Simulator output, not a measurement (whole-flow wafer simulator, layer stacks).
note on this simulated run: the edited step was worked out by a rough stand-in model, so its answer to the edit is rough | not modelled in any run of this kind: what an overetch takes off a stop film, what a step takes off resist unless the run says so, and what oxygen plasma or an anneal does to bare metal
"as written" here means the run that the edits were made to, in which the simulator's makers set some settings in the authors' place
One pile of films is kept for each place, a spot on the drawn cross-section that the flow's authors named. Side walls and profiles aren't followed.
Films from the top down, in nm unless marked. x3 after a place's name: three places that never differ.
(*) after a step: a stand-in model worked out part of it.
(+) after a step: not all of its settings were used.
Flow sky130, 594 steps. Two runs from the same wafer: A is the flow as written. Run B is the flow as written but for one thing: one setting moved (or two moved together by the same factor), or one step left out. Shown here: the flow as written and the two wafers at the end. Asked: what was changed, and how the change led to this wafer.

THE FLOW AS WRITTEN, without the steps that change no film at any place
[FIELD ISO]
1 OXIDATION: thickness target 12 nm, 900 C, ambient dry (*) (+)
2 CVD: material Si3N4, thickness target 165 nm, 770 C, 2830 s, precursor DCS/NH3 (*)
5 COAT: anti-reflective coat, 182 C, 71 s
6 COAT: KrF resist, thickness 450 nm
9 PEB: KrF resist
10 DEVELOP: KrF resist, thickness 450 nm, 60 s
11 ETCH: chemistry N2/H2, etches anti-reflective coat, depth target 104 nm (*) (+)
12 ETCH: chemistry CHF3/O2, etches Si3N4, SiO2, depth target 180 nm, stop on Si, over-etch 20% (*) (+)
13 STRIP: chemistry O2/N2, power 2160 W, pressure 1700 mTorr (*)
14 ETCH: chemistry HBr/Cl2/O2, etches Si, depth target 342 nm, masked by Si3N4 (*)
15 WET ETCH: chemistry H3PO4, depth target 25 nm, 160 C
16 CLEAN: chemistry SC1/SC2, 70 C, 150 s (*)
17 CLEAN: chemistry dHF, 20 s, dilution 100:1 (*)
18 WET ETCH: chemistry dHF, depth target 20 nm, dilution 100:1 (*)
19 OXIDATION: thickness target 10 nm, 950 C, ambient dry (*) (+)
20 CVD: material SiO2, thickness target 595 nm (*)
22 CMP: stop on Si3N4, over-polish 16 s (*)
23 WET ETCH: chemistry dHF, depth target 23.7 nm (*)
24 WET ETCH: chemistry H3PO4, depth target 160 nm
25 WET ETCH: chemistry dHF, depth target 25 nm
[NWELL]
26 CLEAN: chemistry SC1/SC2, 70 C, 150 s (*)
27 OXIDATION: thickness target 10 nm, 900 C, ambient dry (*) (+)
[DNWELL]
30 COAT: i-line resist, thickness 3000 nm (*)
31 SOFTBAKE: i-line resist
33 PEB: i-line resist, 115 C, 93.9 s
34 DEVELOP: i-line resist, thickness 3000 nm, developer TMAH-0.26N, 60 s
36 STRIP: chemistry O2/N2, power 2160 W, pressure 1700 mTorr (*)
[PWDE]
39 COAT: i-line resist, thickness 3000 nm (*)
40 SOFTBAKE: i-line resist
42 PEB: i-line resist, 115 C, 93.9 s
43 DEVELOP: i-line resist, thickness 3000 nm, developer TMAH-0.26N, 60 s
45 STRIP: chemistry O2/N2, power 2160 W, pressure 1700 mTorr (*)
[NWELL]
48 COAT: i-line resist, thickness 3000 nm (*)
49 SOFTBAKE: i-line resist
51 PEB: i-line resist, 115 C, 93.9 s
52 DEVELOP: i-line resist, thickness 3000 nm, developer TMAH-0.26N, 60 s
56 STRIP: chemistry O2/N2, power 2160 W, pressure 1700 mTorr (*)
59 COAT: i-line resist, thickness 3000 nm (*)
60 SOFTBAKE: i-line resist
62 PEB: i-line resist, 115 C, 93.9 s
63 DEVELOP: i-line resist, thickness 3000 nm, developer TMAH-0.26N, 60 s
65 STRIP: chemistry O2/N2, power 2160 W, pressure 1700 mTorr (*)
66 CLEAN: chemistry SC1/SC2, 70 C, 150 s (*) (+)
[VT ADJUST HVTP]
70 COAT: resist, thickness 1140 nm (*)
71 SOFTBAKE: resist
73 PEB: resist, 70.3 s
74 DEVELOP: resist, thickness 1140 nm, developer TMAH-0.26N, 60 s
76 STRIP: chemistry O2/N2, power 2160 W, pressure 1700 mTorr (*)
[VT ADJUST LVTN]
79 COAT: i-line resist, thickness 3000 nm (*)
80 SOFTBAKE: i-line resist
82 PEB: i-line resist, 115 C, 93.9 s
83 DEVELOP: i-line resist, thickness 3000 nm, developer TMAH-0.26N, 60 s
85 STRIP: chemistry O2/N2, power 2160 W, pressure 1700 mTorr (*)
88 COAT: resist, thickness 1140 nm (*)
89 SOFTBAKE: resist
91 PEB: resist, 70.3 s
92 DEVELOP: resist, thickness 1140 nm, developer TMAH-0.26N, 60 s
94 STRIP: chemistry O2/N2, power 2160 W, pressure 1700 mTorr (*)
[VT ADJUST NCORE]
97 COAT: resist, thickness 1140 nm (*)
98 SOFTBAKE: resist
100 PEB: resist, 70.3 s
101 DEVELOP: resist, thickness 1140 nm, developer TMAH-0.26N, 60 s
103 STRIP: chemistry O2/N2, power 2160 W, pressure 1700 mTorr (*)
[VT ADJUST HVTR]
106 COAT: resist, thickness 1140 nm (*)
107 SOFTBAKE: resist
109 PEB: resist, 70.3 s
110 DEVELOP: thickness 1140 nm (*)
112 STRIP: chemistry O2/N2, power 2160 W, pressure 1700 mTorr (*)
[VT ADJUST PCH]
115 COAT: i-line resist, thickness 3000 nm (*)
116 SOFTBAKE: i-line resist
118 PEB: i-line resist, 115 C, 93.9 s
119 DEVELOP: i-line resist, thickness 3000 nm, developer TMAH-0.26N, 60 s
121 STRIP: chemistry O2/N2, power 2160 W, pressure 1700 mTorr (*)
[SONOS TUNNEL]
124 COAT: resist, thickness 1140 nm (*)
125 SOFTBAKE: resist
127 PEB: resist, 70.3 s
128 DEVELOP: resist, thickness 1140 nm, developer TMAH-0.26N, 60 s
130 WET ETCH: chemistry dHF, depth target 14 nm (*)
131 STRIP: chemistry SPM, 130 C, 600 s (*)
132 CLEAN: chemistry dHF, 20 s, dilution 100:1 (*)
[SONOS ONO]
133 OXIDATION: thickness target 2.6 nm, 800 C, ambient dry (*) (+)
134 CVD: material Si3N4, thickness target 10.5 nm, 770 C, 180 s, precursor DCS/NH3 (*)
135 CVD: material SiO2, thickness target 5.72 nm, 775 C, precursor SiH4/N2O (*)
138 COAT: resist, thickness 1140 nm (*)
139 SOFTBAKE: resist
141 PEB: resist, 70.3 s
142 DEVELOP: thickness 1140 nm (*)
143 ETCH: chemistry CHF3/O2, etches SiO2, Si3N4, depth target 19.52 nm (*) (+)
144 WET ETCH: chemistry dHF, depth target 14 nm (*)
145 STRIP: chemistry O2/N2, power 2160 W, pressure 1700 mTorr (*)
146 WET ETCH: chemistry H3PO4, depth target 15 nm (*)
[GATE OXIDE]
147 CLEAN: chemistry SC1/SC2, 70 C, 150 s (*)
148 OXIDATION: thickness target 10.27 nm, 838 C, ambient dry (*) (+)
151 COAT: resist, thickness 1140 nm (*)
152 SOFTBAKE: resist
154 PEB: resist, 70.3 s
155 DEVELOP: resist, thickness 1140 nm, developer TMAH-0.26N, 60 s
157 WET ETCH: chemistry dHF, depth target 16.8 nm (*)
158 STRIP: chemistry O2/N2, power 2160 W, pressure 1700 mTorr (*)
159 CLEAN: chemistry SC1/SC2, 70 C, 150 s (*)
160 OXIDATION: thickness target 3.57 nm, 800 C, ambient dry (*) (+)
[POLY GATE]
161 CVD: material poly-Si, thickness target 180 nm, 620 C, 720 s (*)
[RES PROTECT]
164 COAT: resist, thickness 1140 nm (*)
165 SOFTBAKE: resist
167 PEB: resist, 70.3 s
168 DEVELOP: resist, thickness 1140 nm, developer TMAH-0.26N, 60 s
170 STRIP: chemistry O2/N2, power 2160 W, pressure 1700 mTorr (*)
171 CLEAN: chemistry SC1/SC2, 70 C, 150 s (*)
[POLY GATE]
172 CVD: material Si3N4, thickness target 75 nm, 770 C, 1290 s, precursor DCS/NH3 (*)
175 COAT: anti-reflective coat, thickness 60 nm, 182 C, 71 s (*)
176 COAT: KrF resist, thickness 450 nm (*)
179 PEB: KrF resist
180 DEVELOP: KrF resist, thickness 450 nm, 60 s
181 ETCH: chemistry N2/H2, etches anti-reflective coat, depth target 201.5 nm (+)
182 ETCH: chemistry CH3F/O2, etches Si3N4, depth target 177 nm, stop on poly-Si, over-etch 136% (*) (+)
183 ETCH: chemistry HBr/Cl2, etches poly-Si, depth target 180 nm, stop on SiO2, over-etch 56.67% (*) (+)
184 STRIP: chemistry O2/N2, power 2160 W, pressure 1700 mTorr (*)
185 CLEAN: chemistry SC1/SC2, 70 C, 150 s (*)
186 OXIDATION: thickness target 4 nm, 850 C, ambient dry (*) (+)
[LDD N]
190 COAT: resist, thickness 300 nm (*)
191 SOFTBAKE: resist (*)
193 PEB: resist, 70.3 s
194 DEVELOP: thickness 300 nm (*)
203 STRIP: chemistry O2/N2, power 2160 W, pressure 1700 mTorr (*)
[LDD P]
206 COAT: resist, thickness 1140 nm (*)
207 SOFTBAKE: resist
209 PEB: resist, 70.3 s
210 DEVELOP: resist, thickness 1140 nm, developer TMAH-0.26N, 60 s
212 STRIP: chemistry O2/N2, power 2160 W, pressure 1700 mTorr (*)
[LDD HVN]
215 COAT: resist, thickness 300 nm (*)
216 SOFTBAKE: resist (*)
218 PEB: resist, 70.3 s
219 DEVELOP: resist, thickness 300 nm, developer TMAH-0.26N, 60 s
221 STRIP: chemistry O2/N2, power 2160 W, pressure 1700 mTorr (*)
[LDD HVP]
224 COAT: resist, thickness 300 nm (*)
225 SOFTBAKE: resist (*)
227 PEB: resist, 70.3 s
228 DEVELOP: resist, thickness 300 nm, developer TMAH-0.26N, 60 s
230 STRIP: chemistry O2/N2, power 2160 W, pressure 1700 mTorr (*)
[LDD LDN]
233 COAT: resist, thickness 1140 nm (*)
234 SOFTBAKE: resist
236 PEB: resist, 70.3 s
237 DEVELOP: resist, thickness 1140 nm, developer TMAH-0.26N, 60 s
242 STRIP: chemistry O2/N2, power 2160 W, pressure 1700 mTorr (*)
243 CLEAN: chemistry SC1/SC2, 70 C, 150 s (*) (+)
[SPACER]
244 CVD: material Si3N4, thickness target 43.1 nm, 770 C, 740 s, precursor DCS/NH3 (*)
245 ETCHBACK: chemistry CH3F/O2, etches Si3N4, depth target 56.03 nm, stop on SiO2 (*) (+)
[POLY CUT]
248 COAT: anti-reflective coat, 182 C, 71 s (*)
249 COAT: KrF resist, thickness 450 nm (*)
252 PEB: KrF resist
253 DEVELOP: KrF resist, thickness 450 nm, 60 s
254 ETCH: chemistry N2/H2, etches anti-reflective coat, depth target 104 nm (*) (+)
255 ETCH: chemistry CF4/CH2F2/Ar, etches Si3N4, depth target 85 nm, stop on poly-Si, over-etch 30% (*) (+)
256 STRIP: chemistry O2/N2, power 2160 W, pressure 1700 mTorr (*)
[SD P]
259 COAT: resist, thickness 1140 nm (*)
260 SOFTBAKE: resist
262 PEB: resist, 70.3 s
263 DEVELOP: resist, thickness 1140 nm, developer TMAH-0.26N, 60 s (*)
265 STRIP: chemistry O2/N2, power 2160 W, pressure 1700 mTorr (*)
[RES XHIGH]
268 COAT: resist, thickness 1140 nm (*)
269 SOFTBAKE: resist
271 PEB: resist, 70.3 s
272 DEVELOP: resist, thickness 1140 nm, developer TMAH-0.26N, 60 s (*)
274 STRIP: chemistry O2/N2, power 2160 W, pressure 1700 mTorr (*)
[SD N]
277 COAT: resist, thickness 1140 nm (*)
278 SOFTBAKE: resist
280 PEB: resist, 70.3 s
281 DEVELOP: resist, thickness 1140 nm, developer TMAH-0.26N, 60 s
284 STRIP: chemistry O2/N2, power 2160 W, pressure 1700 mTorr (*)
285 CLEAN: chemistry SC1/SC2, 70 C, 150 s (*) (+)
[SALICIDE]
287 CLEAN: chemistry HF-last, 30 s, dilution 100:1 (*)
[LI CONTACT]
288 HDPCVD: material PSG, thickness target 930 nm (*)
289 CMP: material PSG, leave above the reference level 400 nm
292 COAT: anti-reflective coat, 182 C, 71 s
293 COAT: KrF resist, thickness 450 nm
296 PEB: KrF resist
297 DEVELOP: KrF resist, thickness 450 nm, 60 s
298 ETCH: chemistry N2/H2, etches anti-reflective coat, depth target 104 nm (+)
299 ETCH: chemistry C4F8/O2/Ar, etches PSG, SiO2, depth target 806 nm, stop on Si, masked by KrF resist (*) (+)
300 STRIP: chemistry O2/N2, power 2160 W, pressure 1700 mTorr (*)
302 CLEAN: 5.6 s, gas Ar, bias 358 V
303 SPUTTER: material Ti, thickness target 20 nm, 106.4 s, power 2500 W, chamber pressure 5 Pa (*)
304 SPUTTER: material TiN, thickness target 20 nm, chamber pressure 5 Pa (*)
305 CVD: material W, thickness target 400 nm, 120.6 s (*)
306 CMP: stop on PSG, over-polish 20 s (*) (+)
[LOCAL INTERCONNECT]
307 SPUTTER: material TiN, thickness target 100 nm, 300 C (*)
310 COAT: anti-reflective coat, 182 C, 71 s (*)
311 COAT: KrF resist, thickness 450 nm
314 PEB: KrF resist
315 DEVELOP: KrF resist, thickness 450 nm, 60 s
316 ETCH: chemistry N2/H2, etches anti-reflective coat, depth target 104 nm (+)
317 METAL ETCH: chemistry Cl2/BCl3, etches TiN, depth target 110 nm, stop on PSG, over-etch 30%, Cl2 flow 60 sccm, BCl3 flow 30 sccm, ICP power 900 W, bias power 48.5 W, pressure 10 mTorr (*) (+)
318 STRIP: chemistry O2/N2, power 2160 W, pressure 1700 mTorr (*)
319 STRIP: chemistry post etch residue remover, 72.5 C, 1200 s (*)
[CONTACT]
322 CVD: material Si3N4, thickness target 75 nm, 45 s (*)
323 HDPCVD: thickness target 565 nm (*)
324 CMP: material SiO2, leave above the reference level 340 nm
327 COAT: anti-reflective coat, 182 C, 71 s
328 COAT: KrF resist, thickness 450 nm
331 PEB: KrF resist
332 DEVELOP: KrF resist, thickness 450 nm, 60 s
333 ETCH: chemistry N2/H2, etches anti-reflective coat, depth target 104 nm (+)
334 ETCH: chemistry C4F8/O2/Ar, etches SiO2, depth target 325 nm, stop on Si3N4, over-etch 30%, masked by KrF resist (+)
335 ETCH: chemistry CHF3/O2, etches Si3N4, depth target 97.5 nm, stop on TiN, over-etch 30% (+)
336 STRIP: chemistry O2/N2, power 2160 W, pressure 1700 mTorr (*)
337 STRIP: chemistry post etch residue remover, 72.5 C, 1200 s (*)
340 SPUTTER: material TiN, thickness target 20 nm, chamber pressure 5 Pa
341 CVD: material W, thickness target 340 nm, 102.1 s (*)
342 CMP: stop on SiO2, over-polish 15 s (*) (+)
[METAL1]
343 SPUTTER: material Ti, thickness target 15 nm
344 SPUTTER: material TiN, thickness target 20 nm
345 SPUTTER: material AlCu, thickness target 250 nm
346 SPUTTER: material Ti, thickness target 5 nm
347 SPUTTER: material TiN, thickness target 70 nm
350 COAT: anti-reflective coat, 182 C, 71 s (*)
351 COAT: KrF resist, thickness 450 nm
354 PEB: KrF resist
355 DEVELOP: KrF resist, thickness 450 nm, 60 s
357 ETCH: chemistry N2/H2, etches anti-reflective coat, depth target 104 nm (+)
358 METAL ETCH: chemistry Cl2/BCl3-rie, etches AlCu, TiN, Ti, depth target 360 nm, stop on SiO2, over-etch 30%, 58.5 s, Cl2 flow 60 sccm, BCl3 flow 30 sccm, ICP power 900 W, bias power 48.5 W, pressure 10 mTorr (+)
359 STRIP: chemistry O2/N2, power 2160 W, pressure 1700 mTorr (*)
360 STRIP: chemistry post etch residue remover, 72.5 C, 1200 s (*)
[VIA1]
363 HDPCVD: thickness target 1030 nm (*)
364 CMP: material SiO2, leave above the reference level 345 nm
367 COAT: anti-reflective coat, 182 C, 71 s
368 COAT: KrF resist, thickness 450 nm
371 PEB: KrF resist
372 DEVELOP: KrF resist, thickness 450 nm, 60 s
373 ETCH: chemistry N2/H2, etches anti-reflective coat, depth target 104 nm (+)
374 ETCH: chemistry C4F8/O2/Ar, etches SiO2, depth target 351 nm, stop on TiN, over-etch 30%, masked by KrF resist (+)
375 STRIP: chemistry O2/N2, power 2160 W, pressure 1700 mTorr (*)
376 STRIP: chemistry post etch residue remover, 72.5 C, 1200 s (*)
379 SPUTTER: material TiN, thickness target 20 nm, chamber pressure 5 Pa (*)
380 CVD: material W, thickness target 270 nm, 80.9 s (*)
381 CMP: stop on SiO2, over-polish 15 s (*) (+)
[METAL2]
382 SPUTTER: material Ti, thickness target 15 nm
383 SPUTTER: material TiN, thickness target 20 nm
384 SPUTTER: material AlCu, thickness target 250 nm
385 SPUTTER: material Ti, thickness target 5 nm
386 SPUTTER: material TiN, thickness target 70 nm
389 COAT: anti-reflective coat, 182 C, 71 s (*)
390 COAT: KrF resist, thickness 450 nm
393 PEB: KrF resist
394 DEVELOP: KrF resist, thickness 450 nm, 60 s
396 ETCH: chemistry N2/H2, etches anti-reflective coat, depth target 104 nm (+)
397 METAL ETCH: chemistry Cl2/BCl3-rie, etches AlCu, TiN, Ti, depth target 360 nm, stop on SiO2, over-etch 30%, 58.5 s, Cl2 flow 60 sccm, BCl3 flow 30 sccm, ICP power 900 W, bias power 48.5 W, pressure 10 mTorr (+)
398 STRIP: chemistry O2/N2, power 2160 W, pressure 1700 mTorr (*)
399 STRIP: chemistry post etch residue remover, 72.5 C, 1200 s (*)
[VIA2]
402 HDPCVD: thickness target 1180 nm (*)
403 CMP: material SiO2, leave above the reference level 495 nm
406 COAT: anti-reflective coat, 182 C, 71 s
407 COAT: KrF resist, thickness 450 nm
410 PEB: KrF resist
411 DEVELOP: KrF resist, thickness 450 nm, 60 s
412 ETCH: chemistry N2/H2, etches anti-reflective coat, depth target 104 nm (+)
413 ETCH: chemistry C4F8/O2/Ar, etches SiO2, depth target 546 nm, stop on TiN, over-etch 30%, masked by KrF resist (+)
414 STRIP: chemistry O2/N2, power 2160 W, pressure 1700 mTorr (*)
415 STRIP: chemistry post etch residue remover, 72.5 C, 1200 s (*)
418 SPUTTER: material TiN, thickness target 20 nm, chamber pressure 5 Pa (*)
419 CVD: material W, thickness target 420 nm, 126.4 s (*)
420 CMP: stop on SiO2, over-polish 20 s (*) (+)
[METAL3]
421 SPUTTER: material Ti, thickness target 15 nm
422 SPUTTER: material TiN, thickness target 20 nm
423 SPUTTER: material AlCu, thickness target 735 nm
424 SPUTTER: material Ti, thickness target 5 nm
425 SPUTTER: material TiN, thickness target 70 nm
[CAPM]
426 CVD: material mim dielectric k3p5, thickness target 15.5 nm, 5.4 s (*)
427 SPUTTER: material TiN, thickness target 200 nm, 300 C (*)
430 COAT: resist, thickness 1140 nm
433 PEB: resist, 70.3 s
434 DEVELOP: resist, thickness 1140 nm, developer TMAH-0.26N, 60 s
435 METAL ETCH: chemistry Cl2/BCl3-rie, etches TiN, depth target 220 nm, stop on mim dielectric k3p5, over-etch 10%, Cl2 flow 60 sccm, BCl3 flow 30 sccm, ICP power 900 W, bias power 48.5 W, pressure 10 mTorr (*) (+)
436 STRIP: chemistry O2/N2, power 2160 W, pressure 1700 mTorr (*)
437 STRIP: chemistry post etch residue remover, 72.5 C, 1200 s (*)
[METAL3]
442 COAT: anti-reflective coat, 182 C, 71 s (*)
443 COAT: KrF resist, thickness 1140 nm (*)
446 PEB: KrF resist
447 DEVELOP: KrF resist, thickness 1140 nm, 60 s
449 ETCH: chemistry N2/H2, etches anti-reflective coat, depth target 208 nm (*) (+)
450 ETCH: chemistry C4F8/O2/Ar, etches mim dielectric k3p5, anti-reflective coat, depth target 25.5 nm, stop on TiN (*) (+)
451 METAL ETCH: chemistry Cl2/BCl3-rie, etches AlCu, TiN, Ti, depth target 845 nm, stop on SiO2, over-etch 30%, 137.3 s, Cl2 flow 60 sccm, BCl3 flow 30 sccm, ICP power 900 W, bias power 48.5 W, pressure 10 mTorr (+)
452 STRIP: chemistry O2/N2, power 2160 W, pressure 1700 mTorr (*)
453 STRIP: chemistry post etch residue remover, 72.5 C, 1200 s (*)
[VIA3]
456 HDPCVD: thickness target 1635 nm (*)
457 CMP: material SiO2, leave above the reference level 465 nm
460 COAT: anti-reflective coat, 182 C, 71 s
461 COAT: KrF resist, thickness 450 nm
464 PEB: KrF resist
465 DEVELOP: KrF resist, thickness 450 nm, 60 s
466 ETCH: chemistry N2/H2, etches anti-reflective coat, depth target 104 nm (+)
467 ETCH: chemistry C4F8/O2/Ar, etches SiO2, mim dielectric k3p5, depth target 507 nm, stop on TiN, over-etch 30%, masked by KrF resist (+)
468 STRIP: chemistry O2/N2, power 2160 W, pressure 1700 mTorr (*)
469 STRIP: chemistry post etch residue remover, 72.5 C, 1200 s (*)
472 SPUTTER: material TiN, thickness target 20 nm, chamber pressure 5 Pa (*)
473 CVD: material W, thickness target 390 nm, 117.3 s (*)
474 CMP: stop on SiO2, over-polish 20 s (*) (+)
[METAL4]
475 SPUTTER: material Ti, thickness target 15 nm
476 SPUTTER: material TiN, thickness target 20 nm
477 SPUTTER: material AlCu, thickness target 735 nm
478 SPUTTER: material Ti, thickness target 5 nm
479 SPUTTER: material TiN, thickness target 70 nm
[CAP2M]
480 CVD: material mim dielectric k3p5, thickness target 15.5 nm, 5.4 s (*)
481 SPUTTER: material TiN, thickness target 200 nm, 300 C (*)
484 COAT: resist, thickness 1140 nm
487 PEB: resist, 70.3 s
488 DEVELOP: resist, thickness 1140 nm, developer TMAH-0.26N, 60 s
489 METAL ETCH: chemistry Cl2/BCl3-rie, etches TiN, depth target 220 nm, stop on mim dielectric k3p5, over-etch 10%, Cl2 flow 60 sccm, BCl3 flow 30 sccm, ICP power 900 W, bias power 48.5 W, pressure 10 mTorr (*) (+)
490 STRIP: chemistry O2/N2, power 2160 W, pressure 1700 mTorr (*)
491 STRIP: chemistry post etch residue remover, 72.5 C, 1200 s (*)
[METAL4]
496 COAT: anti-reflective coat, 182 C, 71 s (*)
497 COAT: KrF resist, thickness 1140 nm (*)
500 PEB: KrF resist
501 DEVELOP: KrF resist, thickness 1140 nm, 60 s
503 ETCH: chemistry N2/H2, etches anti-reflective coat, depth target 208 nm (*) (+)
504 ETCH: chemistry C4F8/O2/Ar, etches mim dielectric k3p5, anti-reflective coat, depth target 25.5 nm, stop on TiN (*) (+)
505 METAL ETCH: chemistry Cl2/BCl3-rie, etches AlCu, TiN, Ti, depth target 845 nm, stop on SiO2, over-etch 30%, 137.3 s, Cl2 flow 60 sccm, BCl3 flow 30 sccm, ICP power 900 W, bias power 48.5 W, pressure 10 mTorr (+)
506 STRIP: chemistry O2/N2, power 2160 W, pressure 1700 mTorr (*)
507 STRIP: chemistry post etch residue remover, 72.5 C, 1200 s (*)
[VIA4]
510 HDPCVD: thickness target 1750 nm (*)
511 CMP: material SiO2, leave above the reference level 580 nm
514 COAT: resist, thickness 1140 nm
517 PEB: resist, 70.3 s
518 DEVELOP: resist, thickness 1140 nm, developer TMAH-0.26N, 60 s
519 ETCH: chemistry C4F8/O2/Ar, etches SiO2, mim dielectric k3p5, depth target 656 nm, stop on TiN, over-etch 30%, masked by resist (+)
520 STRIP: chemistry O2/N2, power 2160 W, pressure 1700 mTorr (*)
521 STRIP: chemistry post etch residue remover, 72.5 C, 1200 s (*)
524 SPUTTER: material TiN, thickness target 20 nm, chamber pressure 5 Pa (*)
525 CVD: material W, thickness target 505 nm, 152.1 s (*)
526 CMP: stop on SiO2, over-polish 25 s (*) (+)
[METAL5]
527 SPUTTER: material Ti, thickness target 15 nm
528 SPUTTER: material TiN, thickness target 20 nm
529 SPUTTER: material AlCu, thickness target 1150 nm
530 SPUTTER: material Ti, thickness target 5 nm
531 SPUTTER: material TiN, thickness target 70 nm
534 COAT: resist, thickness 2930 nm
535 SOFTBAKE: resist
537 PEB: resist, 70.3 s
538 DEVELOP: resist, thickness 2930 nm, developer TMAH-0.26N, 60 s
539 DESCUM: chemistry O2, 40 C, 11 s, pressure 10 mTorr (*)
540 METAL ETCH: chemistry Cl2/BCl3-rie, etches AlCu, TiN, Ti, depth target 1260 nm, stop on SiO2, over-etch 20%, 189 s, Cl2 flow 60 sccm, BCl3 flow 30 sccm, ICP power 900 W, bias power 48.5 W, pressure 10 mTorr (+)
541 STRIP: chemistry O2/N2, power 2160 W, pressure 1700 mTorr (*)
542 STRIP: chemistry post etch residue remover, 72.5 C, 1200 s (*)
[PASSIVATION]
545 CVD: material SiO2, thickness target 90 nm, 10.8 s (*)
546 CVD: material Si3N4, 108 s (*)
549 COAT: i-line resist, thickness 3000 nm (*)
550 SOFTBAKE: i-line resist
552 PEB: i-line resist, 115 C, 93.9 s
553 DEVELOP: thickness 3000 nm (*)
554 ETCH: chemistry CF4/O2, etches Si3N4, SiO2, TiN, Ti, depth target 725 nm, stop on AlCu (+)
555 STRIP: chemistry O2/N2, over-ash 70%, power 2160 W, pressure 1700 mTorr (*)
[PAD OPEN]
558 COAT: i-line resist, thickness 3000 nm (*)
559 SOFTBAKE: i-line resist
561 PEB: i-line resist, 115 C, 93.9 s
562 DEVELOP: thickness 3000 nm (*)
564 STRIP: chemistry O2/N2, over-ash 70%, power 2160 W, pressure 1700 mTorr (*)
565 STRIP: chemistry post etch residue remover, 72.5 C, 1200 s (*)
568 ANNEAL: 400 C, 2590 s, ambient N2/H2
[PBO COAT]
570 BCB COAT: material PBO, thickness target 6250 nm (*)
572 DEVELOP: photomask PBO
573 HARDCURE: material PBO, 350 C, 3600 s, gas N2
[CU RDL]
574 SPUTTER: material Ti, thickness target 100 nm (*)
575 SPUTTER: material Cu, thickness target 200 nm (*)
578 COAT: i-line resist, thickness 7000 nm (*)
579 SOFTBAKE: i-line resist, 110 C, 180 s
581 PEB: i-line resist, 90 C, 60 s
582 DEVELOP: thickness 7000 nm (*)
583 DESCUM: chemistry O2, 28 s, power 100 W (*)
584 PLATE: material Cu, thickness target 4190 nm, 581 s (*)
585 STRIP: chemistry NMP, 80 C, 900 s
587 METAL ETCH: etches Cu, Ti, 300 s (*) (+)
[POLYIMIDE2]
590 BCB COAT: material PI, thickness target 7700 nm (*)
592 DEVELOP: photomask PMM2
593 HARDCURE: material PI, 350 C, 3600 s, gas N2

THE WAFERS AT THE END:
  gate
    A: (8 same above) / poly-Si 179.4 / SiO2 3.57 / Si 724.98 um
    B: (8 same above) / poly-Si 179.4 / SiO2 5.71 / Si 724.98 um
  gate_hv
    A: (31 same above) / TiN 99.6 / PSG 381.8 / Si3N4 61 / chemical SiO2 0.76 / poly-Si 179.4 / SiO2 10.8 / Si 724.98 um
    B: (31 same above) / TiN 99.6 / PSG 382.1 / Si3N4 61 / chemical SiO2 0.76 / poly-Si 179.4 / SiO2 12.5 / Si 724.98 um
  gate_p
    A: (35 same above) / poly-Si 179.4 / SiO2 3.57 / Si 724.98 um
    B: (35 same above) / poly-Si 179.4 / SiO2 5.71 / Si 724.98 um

The cause: step 160, OXIDATION: thickness target 5.71 nm was run, where the flow has thickness target 3.57 nm.
It can be read off the wafer: gate has SiO2 5.71, and step 160 as written asks for 3.57 nm.

How the change led to this, step by step:
  160 OXIDATION: thickness target 3.57 nm, 800 C, ambient dry (*) (+)
      active, n_well, p_well and 58 more: A SiO2 +3.57 (new film), chemical SiO2 -0.76 (all of it), Si -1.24 | B SiO2 +5.71 (new film), chemical SiO2 -0.76 (all of it), Si -2.18
      gate_hv, m1, pad and 37 more: A SiO2 +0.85, Si -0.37 | B SiO2 +2.59, Si -1.14
  248 COAT: anti-reflective coat, 182 C, 71 s (*)
      m1: A anti-reflective coat +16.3 (new film) | B anti-reflective coat +15.7 (new film)
      gate_lg05: A anti-reflective coat +18.6 (new film) | B anti-reflective coat +18 (new film)
      (and at 1 more place)
  256 STRIP: chemistry O2/N2, power 2160 W, pressure 1700 mTorr (*)
      m1: A KrF resist -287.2 (all of it), anti-reflective coat -16.3 (all of it) | B KrF resist -287.2 (all of it), anti-reflective coat -15.7 (all of it)
      gate_lg05: A KrF resist -307 (all of it), anti-reflective coat -18.6 (all of it) | B KrF resist -307 (all of it), anti-reflective coat -18 (all of it)
      (and at 1 more place)
  299 ETCH: chemistry C4F8/O2/Ar, etches PSG, SiO2, depth target 806 nm, stop on Si, masked by KrF resist (*) (+)
      contact, ndiff_licon, ndiff_licon_cpp: A PSG -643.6 (all of it), SiO2 -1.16 (all of it) | B PSG -643.7 (all of it), SiO2 -2.97 (all of it)
  303 SPUTTER: material Ti, thickness target 20 nm, 106.4 s, power 2500 W, chamber pressure 5 Pa (*)
      ndiff_licon_cpp: A Ti +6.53 (new film) | B Ti +7.21 (new film)
  306 CMP: stop on PSG, over-polish 20 s (*) (+)
      poly_licon: A W -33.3 | B W -32.3
